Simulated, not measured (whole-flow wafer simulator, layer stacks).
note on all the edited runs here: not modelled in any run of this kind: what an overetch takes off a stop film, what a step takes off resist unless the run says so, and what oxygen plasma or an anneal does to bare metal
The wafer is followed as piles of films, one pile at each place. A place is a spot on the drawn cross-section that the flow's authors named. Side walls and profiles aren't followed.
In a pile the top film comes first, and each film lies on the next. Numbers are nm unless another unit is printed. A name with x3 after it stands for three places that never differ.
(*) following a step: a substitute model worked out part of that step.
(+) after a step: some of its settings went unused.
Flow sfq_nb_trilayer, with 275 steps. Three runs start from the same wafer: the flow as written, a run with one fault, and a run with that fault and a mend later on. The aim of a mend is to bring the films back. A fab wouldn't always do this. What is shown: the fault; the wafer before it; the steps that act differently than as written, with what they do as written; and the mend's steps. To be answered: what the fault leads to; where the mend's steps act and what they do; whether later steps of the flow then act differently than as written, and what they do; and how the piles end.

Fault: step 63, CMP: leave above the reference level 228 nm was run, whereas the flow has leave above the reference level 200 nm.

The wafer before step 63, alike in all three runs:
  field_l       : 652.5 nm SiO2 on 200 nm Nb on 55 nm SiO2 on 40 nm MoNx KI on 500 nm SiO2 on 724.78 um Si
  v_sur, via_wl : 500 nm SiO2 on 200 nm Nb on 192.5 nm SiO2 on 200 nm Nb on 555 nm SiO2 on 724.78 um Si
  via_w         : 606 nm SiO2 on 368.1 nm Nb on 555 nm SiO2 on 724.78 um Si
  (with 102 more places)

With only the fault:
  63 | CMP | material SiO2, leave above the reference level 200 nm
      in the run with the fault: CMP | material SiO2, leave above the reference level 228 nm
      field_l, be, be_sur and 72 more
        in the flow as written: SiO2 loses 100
        in the run with the fault: SiO2 loses 72
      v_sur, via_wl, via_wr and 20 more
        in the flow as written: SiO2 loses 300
        in the run with the fault: SiO2 loses 272
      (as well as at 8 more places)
  Steps later in the flow that act otherwise than as written (3 other steps are not shown; they differ only slightly, by no more than 2% or 0.5 nm, whichever is larger):
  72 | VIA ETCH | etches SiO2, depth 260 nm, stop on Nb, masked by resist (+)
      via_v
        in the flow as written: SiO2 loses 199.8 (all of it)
        in the run with the fault: SiO2 loses 227.8 (all of it)
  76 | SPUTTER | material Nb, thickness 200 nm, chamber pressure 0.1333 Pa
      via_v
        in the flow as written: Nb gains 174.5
        in the run with the fault: Nb gains 169.3
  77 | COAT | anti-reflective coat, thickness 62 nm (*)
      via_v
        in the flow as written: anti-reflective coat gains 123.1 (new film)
        in the run with the fault: anti-reflective coat gains 129 (new film)
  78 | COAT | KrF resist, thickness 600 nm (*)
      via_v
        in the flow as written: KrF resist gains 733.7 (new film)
        in the run with the fault: KrF resist gains 756.5 (new film)
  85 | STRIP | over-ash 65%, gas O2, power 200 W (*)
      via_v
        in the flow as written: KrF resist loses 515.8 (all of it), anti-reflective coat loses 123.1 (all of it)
        in the run with the fault: KrF resist loses 538.5 (all of it), anti-reflective coat loses 129 (all of it)
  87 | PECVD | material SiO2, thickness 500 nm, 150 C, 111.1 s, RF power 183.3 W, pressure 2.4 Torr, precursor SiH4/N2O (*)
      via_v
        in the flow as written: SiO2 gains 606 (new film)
        in the run with the fault: SiO2 gains 639.3 (new film)
  The piles end different from the flow's at v_sur, via_wl, via_w and 36 more by more than 2% or 0.5 nm, whichever is larger.
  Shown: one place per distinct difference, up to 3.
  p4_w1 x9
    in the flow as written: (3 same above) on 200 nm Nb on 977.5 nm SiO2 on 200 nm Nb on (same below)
    in the run with the fault: (3 same above) on 200 nm Nb on 1005.5 nm SiO2 on 200 nm Nb on (same below)
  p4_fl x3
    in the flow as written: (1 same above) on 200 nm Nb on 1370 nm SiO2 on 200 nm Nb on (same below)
    in the run with the fault: (1 same above) on 200 nm Nb on 1398 nm SiO2 on 200 nm Nb on (same below)
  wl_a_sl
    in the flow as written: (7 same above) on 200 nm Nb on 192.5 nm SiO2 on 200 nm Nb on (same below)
    in the run with the fault: (7 same above) on 200 nm Nb on 220.5 nm SiO2 on 200 nm Nb on (same below)

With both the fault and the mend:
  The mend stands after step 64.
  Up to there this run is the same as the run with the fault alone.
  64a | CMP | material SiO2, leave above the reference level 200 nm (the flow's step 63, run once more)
      field_l, v_sur, via_wl and 103 more
        SiO2 loses 28
  None of the later steps of the flow acts differently than as written at any place that is followed.
  By the end, the piles equal the flow's at every place that both follow.
